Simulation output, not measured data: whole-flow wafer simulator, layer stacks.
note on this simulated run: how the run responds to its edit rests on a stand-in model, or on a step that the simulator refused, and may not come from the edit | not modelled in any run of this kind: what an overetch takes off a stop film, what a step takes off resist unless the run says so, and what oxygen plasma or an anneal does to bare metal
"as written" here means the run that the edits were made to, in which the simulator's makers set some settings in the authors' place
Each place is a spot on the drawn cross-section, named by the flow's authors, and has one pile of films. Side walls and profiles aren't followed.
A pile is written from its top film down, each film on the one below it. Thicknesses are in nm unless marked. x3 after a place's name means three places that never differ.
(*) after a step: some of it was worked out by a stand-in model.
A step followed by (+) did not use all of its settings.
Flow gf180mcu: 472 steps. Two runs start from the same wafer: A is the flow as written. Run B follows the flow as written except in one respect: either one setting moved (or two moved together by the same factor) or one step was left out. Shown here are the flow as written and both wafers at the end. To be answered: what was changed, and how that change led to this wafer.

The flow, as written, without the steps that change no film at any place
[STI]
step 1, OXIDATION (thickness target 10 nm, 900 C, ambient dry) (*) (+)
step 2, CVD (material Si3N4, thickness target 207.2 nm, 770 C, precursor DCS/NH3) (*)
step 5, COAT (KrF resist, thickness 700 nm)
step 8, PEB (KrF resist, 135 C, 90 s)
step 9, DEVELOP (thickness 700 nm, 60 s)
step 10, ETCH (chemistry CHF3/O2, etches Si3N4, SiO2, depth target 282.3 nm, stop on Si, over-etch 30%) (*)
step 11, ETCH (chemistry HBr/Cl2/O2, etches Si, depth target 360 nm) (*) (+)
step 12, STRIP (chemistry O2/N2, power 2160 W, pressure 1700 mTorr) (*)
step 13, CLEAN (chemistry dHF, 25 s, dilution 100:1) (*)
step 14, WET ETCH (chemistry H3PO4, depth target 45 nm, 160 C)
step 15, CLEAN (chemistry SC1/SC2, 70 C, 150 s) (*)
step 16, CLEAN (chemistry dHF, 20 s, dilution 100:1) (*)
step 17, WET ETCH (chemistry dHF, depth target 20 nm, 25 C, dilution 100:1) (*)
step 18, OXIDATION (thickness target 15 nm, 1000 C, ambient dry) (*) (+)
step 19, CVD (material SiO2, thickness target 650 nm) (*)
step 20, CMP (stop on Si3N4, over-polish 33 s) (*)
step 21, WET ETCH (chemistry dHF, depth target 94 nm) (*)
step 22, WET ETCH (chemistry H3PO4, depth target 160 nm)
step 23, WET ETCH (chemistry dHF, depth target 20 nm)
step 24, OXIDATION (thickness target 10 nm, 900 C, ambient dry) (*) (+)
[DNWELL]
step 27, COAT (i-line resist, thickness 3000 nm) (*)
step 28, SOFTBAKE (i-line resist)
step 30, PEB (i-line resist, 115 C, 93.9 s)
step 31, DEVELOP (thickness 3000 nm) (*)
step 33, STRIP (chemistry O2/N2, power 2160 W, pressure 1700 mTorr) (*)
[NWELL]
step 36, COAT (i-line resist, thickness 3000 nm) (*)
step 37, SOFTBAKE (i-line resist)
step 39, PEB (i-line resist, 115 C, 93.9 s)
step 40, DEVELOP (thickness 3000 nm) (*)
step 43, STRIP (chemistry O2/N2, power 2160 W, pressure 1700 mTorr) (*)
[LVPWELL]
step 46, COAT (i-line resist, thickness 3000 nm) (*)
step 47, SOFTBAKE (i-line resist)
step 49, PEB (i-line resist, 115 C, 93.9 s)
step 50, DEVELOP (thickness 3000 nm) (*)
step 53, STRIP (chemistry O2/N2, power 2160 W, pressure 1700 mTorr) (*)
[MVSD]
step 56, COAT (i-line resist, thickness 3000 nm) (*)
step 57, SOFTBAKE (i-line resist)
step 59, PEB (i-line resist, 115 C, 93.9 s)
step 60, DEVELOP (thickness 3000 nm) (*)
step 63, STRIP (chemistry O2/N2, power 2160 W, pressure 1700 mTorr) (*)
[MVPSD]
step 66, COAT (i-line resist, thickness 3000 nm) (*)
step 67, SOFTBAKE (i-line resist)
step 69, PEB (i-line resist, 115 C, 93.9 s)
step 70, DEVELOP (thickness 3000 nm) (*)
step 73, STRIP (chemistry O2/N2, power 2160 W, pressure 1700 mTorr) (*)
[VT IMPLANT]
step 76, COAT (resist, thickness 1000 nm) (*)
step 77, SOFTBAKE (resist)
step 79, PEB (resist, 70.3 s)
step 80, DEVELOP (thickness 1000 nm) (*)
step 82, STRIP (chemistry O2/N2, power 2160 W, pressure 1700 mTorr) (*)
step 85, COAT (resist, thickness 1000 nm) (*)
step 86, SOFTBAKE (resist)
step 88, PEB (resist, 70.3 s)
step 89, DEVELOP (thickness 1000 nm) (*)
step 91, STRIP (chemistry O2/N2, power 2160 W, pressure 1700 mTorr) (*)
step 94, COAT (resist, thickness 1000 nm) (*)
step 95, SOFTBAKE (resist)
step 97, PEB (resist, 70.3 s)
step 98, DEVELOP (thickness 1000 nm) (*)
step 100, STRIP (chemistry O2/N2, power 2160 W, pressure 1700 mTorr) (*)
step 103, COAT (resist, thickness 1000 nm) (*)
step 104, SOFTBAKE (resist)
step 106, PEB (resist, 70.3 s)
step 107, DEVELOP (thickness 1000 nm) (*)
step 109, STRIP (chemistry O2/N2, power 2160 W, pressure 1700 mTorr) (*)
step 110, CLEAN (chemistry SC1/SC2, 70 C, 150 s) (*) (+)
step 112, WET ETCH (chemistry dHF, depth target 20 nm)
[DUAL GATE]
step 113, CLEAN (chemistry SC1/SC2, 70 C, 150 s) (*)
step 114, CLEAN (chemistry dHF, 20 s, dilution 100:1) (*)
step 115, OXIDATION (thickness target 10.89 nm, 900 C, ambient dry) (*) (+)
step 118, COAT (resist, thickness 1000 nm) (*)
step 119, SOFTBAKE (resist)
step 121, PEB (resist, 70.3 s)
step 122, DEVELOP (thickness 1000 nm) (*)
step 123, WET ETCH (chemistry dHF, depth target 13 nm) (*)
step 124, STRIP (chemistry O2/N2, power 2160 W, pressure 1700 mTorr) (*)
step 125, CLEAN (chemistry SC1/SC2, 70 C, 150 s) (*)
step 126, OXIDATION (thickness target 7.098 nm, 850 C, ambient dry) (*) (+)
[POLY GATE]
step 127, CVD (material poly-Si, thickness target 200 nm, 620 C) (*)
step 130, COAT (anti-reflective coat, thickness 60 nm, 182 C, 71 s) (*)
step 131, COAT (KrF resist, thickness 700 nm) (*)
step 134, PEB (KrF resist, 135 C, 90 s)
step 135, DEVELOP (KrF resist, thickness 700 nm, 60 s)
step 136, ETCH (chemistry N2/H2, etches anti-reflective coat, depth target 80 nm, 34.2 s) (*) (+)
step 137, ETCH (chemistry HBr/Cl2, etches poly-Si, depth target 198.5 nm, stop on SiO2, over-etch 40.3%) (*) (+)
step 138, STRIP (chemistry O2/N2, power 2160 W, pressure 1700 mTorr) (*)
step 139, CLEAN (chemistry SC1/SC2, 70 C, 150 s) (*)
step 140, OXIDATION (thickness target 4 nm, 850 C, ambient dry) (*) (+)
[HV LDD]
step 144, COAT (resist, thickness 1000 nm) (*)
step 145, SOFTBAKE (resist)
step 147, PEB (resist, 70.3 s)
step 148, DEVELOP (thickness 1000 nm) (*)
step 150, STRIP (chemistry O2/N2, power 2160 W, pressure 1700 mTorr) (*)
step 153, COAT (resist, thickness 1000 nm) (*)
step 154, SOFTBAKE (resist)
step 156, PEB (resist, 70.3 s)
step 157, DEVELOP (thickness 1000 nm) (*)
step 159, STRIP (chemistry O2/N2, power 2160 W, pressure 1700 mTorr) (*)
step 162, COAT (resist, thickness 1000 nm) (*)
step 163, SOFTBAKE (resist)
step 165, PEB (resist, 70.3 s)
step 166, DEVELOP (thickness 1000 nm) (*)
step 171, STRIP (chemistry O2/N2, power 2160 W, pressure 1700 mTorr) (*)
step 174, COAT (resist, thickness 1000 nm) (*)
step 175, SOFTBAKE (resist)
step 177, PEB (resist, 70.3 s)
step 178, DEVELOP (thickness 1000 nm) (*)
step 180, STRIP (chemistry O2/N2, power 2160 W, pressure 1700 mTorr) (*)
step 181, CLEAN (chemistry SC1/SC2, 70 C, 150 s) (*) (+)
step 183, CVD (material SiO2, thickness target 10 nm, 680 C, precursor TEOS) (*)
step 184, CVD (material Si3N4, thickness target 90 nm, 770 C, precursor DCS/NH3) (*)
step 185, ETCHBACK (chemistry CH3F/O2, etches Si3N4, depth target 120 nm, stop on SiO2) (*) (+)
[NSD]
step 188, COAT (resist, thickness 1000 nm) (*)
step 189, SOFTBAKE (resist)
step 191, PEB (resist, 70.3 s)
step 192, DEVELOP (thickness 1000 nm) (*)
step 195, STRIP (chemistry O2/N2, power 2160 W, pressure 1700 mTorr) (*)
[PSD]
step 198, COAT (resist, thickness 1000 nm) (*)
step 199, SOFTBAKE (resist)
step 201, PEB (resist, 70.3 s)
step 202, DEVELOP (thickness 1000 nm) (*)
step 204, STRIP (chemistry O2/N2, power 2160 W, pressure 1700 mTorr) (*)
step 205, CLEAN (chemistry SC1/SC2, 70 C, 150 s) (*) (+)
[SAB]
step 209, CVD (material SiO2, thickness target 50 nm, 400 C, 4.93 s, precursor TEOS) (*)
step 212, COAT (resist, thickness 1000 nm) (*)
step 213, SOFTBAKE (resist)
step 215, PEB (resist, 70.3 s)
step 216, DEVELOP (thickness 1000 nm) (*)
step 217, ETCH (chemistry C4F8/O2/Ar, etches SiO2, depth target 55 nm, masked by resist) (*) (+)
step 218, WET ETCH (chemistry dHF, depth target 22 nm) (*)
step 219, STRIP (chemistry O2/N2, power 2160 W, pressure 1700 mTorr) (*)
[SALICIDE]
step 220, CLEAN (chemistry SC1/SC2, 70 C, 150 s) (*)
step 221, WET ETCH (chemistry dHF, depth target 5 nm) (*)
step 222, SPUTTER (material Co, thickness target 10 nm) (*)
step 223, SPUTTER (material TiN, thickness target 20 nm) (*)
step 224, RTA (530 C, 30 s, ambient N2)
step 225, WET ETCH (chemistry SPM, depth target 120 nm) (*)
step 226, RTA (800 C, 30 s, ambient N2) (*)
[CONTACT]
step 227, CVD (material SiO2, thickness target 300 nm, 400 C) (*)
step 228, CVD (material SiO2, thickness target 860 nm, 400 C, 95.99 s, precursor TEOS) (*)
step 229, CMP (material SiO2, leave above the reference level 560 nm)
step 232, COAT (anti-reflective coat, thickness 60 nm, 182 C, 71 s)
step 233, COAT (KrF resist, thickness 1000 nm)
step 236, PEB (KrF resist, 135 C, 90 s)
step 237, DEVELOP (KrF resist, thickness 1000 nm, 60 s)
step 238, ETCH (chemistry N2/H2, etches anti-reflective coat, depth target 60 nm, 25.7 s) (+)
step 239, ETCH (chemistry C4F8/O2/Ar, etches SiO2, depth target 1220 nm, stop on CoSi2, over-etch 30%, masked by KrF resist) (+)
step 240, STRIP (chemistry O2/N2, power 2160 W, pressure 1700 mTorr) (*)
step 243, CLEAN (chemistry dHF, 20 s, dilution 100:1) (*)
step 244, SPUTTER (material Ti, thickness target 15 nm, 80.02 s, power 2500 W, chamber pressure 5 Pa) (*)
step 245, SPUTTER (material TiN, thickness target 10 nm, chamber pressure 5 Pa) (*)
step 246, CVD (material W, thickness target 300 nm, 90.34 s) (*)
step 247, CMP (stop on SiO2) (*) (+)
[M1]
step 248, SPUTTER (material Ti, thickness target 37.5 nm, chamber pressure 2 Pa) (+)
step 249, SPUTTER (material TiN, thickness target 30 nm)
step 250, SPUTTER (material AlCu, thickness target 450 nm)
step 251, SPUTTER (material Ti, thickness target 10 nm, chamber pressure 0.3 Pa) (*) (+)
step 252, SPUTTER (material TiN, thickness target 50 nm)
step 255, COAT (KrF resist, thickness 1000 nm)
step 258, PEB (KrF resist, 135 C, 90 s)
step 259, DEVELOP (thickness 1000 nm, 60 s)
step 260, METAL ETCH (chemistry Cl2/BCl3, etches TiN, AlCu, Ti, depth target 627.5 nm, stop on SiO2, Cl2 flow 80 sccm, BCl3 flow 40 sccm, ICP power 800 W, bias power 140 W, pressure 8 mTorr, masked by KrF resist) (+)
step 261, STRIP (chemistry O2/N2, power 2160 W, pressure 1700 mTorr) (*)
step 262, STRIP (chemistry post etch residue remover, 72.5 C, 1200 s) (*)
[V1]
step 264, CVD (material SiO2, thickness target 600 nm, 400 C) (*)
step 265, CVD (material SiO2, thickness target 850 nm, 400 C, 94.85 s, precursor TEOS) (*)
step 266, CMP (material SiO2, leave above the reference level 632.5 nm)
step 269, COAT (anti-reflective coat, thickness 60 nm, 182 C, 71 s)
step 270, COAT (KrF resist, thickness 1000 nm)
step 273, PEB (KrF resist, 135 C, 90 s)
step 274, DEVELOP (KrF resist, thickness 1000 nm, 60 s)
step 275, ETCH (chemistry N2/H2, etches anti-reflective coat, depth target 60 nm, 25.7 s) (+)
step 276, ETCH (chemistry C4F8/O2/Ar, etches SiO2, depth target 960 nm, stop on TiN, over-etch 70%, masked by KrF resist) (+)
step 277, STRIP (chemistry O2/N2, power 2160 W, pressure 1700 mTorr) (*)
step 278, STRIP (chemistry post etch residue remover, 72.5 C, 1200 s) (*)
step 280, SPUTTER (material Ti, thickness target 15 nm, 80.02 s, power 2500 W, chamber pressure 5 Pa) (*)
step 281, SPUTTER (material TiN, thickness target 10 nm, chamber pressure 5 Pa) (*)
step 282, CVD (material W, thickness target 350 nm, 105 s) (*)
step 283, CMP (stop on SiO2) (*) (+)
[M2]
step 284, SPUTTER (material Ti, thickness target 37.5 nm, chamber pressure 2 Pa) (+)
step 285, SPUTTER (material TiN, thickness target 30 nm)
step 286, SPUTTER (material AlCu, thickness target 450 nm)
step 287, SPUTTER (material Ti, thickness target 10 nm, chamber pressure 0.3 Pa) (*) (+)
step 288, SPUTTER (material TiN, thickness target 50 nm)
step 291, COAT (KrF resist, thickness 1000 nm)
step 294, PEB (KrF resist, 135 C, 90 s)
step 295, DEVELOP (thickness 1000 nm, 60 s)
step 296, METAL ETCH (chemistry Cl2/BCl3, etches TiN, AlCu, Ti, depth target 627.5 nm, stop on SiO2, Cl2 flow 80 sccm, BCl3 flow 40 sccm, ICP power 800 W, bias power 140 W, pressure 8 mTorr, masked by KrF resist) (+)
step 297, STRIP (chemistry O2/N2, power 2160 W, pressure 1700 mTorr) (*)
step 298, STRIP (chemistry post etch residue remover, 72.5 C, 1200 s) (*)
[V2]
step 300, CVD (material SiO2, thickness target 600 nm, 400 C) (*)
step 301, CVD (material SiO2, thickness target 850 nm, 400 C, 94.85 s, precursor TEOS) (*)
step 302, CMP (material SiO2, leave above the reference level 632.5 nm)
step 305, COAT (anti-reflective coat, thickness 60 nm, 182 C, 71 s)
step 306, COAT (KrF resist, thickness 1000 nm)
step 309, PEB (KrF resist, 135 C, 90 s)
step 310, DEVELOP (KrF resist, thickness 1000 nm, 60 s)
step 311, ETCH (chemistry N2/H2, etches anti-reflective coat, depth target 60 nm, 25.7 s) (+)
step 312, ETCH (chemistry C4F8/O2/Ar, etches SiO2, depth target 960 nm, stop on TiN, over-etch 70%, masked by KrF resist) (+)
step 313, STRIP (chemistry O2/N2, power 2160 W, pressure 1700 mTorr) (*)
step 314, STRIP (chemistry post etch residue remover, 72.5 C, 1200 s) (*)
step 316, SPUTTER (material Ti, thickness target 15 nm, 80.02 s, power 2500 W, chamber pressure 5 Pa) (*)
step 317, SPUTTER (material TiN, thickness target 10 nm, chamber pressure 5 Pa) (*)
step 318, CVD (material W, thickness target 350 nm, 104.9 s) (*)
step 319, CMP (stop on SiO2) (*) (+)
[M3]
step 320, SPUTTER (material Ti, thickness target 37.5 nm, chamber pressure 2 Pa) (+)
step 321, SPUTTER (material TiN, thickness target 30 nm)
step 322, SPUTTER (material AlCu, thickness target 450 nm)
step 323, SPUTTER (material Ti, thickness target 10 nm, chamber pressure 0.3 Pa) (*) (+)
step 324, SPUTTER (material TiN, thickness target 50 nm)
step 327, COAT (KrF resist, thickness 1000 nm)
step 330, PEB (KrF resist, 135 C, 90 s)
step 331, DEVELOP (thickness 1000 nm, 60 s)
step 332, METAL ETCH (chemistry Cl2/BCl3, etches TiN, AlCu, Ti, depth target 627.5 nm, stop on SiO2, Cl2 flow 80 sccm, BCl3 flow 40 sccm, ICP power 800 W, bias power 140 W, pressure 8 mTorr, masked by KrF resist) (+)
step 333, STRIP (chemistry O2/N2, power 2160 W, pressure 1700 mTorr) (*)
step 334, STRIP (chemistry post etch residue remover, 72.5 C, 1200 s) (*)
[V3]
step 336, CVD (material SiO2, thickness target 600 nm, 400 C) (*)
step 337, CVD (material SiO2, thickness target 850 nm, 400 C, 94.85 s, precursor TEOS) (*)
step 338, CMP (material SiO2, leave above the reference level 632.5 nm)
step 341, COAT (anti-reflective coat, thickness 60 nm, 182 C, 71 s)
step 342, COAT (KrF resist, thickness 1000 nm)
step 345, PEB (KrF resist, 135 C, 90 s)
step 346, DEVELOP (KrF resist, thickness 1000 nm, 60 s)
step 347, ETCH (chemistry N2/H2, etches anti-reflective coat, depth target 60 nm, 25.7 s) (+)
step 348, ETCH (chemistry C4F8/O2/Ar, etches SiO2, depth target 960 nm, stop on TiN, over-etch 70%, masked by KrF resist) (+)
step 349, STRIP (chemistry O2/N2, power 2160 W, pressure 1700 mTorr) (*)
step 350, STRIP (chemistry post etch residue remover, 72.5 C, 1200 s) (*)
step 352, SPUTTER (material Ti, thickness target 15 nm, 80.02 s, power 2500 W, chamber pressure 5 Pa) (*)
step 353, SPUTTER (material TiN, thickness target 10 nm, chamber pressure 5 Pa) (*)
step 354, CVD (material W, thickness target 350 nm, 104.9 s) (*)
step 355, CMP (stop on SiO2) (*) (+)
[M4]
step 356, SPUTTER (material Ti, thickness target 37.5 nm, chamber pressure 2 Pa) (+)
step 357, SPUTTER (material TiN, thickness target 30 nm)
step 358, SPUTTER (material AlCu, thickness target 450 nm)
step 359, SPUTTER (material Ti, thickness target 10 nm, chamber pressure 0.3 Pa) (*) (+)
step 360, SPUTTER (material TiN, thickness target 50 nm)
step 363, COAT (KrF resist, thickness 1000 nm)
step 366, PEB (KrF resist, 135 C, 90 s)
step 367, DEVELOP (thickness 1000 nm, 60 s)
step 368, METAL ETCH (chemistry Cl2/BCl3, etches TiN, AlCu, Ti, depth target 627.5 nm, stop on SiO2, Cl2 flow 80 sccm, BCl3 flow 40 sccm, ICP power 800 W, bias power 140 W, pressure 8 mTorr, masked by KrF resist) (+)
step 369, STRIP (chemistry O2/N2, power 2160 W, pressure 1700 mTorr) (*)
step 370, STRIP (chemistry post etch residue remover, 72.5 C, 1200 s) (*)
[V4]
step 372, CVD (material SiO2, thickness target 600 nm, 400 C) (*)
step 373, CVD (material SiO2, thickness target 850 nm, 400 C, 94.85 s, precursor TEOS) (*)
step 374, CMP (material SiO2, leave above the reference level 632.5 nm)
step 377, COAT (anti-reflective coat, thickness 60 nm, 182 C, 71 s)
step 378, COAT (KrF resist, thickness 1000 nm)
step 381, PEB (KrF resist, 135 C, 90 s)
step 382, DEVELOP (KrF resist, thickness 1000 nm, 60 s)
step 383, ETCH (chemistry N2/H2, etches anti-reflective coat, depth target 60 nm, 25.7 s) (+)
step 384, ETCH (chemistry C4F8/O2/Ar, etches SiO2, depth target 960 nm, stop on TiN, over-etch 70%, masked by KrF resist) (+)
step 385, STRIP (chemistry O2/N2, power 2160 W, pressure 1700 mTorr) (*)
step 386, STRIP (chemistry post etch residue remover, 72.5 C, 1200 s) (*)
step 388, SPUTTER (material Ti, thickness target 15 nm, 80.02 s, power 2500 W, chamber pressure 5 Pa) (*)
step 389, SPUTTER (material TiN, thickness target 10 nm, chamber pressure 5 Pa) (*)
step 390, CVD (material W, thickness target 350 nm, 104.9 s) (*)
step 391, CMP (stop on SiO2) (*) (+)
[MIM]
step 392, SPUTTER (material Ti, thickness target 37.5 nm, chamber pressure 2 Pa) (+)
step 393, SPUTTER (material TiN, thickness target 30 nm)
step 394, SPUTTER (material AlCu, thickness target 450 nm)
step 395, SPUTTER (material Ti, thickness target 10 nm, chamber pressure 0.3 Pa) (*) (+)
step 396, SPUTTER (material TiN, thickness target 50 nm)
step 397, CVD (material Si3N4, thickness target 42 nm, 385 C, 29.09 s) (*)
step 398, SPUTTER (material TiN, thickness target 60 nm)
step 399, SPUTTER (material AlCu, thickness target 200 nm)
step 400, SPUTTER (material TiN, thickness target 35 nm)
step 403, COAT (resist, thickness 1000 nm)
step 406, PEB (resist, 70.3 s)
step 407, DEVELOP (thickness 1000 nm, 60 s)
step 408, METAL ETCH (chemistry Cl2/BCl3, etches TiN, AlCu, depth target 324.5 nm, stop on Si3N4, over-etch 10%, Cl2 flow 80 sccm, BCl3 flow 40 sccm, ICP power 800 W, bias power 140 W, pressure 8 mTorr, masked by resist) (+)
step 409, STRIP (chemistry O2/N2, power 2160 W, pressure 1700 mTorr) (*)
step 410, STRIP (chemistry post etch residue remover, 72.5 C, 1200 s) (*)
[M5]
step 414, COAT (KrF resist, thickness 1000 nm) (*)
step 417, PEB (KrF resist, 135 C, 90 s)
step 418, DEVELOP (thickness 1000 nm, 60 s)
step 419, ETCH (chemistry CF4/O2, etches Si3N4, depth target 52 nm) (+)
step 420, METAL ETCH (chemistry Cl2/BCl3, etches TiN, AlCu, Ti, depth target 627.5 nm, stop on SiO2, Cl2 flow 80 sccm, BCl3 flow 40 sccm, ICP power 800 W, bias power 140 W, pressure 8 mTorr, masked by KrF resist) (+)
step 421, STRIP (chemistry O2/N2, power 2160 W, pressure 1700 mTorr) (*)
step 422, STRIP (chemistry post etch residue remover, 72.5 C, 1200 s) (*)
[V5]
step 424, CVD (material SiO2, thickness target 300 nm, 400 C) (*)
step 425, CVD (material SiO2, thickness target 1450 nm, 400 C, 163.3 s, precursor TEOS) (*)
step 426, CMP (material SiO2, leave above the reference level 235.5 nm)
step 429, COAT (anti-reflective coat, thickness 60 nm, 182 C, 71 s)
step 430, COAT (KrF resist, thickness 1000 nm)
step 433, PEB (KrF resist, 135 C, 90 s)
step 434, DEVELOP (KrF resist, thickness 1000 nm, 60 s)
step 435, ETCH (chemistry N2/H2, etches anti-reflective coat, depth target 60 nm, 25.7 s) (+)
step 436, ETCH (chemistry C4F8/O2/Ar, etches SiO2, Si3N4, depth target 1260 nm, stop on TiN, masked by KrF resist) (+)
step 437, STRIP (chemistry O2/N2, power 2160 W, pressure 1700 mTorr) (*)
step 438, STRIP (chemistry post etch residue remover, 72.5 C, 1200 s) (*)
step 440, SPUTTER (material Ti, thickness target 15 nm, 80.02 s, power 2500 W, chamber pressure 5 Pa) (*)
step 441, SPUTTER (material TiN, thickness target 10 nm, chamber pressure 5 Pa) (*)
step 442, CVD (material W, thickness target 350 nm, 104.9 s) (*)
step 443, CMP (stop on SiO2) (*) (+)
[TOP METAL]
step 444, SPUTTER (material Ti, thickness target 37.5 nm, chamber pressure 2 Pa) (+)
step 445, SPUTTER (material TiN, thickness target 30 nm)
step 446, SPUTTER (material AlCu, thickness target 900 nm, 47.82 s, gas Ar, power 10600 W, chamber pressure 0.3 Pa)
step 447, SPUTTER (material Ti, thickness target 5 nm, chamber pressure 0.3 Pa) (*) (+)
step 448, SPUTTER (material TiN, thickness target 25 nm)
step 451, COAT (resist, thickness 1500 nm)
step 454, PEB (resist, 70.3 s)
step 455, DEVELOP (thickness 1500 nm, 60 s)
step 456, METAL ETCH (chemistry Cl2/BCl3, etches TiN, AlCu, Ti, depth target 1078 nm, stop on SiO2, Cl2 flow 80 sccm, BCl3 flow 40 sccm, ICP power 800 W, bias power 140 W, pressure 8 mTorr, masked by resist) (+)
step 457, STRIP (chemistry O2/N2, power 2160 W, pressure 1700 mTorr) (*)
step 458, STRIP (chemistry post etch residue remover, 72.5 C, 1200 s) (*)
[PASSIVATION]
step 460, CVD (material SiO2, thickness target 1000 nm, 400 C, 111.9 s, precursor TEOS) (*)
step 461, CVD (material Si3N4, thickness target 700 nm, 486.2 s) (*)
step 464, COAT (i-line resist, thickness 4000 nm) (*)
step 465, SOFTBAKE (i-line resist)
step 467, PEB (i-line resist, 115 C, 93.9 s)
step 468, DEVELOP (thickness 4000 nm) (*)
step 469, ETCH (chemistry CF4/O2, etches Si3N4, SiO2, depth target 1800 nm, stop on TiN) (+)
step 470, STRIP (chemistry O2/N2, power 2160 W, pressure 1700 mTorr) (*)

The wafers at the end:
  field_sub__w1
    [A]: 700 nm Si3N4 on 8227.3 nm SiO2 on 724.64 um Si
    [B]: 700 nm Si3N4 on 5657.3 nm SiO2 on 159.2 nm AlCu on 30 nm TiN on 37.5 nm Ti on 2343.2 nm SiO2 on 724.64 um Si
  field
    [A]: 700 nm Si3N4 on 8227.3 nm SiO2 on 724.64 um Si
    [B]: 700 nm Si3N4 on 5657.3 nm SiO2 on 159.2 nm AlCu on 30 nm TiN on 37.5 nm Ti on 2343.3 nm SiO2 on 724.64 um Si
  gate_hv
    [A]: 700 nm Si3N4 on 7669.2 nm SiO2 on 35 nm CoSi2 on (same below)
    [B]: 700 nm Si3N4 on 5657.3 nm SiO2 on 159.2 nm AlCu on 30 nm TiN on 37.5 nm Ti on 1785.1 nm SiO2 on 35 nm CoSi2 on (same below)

The reason: step 296, METAL ETCH: depth target 345.1 nm was run, whereas the flow has depth target 627.5 nm.

Step by step, how the change led to this:
  step 296, METAL ETCH (chemistry Cl2/BCl3, etches TiN, AlCu, Ti, depth target 627.5 nm, stop on SiO2, Cl2 flow 80 sccm, BCl3 flow 40 sccm, ICP power 800 W, bias power 140 W, pressure 8 mTorr, masked by KrF resist) (+)
      field, field__w1, field__w2 and 103 more: A TiN loses 50 (all of it), Ti loses 10 (all of it), AlCu loses 450 (all of it), TiN loses 30 (all of it), Ti loses 37.5 (all of it) | B TiN loses 50 (all of it), Ti loses 10 (all of it), AlCu loses 285.1
      field__w8, contact, m1, m1__w1, m1_nw: A KrF resist loses 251 | B KrF resist loses 138
  step 297, STRIP (chemistry O2/N2, power 2160 W, pressure 1700 mTorr) (*)
      field__w8, contact, m1, m1__w1, m1_nw: A KrF resist loses 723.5 (all of it) | B KrF resist loses 836.5 (all of it)
  step 298, STRIP (chemistry post etch residue remover, 72.5 C, 1200 s) (*)
      field, field__w1, field__w2 and 103 more: A nothing | B AlCu loses 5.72
  step 300, CVD (material SiO2, thickness target 600 nm, 400 C) (*)
      field, field__w1, field__w2 and 103 more: A SiO2 gains 600 | B SiO2 gains 600 (new film)
  step 302, CMP (material SiO2, leave above the reference level 632.5 nm)
      field, field__w1, field__w2 and 103 more: A SiO2 loses 300 | B SiO2 loses 526.7
If metal films that touch count as one body, field_sub__w1 has 1 body; the flow as written gives 0 bodies.
If metal films that touch count as one body, field has 1 body; the flow as written gives 0 bodies.
If metal films that touch count as one body, gate_hv has 2 bodies (between them, from the top down: SiO2 1785.1); the flow as written gives 1 body.
